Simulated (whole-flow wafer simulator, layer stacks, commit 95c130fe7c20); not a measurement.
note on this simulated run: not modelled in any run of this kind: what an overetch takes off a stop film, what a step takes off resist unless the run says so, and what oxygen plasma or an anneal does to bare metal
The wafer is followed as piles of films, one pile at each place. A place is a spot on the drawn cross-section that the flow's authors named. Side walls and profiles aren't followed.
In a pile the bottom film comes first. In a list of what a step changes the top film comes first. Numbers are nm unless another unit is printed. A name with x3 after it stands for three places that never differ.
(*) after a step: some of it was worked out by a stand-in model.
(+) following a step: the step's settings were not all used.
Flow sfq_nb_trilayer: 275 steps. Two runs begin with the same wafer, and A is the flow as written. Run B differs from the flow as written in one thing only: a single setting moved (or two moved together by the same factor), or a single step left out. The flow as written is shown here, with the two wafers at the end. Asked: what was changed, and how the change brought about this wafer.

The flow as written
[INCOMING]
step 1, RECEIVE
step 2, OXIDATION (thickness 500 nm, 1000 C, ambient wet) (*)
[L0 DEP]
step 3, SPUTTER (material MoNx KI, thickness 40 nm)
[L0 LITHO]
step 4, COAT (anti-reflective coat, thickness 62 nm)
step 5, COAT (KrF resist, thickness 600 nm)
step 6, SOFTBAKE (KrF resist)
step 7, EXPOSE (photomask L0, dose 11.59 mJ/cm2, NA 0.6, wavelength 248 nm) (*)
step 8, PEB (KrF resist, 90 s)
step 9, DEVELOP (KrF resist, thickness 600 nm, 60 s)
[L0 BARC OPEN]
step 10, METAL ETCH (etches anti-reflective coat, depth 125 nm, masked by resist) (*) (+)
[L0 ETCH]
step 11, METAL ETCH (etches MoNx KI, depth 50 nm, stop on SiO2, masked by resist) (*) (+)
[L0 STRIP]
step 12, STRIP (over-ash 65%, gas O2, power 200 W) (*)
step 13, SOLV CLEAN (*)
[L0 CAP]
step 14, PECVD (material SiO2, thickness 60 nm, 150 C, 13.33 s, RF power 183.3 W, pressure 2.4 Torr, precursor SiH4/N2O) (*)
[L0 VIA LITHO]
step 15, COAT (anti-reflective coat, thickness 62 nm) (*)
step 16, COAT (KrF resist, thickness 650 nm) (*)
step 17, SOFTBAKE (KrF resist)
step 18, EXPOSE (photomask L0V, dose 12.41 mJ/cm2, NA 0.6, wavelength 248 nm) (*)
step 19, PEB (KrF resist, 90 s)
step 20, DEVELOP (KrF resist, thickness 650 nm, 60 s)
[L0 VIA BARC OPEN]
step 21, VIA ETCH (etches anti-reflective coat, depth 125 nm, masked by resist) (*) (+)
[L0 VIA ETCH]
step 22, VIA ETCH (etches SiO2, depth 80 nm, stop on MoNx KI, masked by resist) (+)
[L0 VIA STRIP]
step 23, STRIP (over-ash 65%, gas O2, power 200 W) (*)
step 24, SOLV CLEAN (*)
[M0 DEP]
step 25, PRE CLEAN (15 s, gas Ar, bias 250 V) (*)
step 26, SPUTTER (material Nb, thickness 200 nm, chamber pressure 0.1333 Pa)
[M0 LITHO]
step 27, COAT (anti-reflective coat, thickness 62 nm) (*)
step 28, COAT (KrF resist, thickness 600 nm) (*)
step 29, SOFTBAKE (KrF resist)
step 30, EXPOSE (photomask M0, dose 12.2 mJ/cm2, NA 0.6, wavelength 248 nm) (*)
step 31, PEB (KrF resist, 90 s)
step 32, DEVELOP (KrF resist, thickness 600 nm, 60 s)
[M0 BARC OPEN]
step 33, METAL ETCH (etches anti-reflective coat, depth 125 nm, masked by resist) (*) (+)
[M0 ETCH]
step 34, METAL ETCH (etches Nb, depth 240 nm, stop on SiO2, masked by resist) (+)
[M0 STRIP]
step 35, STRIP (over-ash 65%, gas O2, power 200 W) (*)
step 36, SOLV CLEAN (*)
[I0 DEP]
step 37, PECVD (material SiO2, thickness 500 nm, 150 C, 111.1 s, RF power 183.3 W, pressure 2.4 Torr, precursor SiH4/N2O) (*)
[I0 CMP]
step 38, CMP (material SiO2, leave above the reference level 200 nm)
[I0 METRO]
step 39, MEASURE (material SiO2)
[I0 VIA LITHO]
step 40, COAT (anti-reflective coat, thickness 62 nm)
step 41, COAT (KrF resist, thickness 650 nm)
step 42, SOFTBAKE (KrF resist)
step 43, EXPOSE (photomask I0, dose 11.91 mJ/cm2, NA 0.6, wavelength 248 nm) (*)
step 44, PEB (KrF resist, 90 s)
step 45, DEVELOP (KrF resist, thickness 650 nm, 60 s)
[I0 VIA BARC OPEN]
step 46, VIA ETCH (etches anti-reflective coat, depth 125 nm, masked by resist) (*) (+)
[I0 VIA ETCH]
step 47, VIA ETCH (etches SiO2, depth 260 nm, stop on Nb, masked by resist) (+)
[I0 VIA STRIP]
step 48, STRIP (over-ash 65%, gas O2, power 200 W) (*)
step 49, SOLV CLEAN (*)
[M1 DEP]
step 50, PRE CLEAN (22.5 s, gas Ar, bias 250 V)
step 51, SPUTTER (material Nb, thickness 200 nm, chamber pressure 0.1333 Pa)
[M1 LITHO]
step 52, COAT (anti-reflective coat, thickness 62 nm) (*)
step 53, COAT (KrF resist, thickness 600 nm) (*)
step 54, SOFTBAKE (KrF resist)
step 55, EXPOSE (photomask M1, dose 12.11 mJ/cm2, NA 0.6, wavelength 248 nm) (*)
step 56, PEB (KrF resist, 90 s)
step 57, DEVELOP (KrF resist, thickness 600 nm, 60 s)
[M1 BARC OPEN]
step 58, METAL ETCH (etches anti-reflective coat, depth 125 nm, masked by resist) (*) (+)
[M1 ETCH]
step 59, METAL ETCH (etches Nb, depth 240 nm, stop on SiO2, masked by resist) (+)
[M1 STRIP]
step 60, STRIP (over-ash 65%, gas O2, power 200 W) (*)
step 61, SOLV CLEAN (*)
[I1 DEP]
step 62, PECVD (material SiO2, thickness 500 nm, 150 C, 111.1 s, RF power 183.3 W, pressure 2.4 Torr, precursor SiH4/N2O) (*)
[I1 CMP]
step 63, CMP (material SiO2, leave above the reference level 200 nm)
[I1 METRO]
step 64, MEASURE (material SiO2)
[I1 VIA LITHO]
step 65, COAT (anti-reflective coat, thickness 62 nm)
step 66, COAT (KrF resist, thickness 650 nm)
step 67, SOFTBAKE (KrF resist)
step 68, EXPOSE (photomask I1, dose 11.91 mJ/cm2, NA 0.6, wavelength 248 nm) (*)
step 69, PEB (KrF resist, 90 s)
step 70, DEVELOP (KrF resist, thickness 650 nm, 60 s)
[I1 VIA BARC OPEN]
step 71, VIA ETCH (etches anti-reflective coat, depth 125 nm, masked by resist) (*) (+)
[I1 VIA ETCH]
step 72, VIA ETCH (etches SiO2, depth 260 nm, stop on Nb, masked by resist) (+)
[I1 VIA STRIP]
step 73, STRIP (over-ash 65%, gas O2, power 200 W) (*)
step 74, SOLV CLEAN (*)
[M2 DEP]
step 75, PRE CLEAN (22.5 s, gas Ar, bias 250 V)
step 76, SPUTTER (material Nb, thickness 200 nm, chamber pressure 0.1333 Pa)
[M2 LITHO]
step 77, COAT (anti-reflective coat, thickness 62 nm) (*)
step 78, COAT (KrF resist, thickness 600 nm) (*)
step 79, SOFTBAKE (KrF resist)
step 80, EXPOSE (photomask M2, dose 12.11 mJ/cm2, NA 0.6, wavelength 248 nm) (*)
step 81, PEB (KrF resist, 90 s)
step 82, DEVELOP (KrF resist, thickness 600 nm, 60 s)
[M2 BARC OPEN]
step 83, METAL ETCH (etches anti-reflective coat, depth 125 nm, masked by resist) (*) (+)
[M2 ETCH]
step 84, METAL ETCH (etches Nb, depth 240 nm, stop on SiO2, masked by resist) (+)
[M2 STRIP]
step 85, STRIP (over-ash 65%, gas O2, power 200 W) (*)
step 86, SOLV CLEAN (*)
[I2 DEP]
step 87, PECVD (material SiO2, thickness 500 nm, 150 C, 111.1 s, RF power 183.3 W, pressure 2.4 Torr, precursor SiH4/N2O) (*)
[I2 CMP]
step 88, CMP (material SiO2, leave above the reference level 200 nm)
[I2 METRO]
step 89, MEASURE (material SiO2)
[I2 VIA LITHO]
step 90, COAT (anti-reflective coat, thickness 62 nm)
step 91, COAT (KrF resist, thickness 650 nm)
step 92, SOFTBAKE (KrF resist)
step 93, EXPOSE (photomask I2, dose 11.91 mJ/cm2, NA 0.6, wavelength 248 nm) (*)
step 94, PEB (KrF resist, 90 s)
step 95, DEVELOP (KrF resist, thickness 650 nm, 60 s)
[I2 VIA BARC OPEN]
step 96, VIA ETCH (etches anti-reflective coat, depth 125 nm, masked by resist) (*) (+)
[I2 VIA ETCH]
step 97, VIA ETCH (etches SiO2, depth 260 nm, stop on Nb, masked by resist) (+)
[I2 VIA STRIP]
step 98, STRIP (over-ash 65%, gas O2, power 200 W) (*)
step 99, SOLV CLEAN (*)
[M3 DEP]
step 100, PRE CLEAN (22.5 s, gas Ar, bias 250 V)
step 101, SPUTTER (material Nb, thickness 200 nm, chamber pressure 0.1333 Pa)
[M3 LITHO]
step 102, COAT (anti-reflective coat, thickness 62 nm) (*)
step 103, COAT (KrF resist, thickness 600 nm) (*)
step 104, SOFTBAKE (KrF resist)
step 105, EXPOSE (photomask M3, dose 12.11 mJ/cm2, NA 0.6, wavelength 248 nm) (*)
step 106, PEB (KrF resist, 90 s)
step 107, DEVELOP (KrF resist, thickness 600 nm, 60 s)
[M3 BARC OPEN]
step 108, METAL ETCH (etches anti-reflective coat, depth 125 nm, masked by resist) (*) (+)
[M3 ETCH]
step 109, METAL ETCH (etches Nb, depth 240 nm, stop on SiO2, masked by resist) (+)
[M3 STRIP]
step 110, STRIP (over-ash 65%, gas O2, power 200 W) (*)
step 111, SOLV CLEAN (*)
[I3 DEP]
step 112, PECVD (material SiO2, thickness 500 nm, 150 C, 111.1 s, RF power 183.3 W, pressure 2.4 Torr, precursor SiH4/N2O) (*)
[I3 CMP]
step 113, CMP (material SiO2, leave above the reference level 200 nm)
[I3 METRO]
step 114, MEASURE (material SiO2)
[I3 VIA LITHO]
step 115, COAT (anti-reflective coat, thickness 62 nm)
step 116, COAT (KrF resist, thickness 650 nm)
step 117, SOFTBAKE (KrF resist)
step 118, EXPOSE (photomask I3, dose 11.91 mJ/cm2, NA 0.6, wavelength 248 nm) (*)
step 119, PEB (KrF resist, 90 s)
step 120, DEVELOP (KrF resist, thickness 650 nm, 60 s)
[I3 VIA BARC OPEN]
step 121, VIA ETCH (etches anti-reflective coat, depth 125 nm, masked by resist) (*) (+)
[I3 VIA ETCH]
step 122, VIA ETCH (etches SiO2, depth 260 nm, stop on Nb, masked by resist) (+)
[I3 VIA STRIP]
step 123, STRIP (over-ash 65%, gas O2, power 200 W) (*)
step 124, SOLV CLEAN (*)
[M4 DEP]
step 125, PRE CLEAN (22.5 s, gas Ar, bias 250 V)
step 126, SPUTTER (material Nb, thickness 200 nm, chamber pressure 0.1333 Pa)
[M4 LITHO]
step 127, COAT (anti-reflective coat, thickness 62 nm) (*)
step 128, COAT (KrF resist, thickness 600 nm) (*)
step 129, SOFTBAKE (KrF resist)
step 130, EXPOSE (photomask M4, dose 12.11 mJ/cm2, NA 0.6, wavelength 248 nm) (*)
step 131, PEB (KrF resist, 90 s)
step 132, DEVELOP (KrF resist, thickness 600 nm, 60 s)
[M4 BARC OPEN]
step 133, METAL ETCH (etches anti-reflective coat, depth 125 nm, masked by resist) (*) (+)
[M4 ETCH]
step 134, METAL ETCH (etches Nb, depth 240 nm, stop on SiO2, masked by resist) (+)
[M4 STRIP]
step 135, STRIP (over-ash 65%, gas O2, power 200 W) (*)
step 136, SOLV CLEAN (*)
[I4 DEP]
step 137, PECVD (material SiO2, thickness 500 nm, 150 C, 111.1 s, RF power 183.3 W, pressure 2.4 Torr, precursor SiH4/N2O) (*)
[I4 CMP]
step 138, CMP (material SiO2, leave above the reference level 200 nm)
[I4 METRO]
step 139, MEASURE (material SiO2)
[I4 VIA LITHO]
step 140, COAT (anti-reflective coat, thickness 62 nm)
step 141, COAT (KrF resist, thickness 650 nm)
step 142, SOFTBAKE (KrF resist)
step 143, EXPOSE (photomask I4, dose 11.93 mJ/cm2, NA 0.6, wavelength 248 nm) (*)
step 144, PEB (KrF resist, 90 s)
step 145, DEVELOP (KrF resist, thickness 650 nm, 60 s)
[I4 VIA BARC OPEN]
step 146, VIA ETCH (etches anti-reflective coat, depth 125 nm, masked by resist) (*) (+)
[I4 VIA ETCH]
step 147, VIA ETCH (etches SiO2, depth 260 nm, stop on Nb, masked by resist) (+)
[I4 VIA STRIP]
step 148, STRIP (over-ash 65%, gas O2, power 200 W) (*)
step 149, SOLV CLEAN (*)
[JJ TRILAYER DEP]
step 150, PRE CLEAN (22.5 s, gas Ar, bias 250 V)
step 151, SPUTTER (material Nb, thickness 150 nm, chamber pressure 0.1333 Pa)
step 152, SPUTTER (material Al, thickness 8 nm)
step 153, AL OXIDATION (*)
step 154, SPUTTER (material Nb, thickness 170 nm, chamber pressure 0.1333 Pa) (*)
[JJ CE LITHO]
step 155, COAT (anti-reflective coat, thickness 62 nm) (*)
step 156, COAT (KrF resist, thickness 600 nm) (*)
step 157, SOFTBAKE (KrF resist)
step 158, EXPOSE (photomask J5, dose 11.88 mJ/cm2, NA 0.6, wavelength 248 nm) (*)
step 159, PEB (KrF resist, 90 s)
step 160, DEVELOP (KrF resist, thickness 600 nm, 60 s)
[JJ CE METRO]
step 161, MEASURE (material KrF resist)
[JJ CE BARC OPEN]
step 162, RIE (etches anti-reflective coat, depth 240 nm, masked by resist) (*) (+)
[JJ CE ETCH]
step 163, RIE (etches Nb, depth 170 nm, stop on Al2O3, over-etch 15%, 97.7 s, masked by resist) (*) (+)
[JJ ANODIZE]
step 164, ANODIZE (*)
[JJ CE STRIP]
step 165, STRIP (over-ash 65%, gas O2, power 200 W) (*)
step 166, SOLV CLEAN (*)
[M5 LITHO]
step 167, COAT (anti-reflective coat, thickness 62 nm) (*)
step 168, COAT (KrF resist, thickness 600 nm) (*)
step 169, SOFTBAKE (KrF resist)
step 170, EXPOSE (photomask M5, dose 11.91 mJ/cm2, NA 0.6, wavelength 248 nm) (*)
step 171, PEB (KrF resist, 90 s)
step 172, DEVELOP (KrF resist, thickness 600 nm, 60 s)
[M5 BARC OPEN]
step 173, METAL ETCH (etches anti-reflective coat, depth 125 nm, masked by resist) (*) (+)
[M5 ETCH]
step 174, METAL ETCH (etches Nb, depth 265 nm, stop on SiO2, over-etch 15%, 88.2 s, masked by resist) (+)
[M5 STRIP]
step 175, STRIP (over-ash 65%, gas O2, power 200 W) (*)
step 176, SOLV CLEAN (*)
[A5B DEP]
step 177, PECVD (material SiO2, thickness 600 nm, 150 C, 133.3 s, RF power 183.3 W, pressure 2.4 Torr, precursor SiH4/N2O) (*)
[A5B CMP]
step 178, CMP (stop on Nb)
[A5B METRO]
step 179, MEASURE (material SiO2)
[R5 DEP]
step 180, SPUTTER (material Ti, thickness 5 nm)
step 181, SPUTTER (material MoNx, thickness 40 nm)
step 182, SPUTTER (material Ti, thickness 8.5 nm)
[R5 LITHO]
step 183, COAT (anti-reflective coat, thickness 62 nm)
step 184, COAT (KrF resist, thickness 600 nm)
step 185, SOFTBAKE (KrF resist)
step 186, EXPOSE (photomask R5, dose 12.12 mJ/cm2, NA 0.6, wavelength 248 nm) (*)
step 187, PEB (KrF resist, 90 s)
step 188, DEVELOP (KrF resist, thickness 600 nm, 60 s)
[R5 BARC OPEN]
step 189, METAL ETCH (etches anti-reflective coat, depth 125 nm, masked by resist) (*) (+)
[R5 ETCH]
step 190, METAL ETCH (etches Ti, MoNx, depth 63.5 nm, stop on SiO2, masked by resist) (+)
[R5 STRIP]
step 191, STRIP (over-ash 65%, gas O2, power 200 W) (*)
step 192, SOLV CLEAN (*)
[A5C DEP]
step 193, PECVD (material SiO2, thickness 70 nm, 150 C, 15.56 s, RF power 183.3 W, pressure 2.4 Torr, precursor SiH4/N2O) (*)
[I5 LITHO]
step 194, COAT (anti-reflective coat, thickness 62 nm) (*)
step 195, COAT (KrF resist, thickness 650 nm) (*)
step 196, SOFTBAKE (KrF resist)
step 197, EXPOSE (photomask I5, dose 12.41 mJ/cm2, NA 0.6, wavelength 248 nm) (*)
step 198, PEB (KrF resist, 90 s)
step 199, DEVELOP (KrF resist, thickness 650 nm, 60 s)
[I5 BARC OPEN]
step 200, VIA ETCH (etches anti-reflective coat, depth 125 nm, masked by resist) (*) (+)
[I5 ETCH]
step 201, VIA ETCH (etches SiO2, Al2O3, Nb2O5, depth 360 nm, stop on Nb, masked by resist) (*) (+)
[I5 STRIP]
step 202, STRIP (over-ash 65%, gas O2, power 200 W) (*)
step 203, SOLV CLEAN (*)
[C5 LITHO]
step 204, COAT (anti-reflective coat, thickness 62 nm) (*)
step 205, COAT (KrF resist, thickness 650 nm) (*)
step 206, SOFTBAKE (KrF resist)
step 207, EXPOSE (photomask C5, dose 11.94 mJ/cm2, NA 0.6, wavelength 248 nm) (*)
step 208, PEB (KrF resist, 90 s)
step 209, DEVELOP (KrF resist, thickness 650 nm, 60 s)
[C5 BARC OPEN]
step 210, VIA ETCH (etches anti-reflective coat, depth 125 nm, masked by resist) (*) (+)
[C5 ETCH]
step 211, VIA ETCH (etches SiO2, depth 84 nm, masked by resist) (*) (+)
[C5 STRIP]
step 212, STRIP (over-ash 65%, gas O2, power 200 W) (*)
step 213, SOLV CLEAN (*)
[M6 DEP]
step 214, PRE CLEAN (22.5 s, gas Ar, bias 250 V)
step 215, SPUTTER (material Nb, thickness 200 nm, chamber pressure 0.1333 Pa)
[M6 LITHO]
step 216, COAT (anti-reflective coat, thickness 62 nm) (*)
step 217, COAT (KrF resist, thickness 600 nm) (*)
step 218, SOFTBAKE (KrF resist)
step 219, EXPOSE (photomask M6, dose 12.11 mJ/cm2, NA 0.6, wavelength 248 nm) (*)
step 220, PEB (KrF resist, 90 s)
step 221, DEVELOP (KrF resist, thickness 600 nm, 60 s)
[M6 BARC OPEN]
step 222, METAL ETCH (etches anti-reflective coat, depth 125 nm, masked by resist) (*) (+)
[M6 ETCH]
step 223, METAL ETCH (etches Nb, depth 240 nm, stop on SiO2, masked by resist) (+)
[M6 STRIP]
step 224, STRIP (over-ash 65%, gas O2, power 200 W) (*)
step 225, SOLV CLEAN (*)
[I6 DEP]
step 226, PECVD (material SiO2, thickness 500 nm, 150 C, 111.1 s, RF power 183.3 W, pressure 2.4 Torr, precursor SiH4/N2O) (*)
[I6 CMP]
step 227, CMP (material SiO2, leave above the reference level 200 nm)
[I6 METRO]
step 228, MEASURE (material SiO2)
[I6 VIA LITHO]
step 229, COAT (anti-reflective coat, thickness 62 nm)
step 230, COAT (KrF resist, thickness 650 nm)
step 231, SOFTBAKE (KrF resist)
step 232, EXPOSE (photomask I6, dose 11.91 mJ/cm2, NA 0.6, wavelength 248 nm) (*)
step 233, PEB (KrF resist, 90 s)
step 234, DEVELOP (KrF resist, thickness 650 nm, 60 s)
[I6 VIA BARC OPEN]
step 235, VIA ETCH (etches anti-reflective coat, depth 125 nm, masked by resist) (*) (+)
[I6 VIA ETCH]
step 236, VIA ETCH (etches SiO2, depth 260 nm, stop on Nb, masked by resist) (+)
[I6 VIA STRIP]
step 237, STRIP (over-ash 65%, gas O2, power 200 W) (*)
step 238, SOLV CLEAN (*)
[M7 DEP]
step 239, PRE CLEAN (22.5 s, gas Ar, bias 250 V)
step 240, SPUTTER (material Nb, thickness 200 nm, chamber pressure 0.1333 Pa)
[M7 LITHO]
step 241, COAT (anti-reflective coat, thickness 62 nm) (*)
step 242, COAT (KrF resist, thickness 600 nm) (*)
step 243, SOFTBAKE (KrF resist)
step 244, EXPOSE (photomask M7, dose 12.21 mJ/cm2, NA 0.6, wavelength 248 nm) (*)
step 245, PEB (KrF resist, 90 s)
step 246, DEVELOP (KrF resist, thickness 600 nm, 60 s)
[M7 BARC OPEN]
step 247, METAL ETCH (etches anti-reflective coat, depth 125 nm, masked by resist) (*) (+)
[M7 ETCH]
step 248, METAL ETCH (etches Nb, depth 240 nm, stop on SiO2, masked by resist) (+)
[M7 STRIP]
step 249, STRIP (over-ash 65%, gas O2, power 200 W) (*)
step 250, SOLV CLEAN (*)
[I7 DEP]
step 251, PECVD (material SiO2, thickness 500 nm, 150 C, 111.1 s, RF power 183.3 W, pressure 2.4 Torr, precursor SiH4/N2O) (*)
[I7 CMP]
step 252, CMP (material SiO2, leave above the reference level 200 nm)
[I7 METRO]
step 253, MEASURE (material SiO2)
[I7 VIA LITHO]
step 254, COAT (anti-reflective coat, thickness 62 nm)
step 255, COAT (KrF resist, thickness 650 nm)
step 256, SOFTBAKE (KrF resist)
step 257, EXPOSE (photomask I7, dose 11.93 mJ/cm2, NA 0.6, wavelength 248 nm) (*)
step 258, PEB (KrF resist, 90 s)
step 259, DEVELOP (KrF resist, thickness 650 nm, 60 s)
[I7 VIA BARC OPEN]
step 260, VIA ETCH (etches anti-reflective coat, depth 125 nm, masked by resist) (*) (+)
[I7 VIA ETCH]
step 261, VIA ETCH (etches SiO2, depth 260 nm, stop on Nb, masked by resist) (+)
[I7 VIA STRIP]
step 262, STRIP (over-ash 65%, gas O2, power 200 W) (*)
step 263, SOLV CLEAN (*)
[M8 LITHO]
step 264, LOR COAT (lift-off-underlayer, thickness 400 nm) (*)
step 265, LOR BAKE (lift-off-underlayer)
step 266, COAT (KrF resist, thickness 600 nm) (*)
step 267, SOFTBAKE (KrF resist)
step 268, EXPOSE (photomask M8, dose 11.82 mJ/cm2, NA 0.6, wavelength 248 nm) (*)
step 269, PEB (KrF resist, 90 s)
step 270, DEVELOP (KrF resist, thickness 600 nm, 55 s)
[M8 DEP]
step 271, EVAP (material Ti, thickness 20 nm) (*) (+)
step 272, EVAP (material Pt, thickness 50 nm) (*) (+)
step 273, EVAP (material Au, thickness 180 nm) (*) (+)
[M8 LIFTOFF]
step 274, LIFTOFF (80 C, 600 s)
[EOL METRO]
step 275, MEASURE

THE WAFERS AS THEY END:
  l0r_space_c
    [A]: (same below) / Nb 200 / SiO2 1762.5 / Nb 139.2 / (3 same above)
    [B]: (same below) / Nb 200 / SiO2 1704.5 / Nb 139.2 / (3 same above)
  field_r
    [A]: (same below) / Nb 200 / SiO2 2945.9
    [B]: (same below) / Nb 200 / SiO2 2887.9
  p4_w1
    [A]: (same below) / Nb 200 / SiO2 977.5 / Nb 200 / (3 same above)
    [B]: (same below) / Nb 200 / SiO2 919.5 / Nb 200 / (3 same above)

Cause: step 51, SPUTTER: thickness 142 nm was run, whereas the flow has thickness 200 nm.

Step by step, how the change led to this:
  step 51, SPUTTER (material Nb, thickness 200 nm, chamber pressure 0.1333 Pa)
      field_l, v_sur, via_wl and 102 more: A Nb gains 200 (new film) | B Nb gains 142 (new film)
      via_w: A Nb gains 174.5 | B Nb gains 124.6
  step 52, COAT (anti-reflective coat, thickness 62 nm) (*)
      via_wl: A anti-reflective coat gains 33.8 (new film) | B anti-reflective coat gains 32.9 (new film)
      via_w: A anti-reflective coat gains 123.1 (new film) | B anti-reflective coat gains 120.5 (new film)
      (as well as at 1 more place)
  step 59, METAL ETCH (etches Nb, depth 240 nm, stop on SiO2, masked by resist) (+)
      field_l, be, be_sur and 79 more: A Nb loses 200 (all of it) | B Nb loses 142 (all of it)
      v_sur, via_wl, via_w and 21 more: A KrF resist loses 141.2 | B KrF resist loses 125.3
  step 60, STRIP (over-ash 65%, gas O2, power 200 W) (*)
      wl_j_sl, wl_jj, wl_j_sr and 13 more: A KrF resist loses 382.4 (all of it), anti-reflective coat loses 62 (all of it) | B KrF resist loses 398.3 (all of it), anti-reflective coat loses 62 (all of it)
      v_sur: A KrF resist loses 365.9 (all of it), anti-reflective coat loses 61.1 (all of it) | B KrF resist loses 382.2 (all of it), anti-reflective coat loses 60.9 (all of it)
      (as well as at 7 more places)
  step 62, PECVD (material SiO2, thickness 500 nm, 150 C, 111.1 s, RF power 183.3 W, pressure 2.4 Torr, precursor SiH4/N2O) (*)
      wl_d_sl, wl_d_sr: A SiO2 gains 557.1 | B SiO2 gains 500
      via_w: A SiO2 gains 606 (new film) | B SiO2 gains 591.7 (new film)
  step 63, CMP (material SiO2, leave above the reference level 200 nm)
      field_l, be, be_sur and 72 more: A SiO2 loses 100 | B SiO2 loses 158
      lsp_m, ln_m6, lsp_r, l0_sur, l0v: A SiO2 loses 94.9 | B SiO2 loses 158
      (as well as at 1 more place)
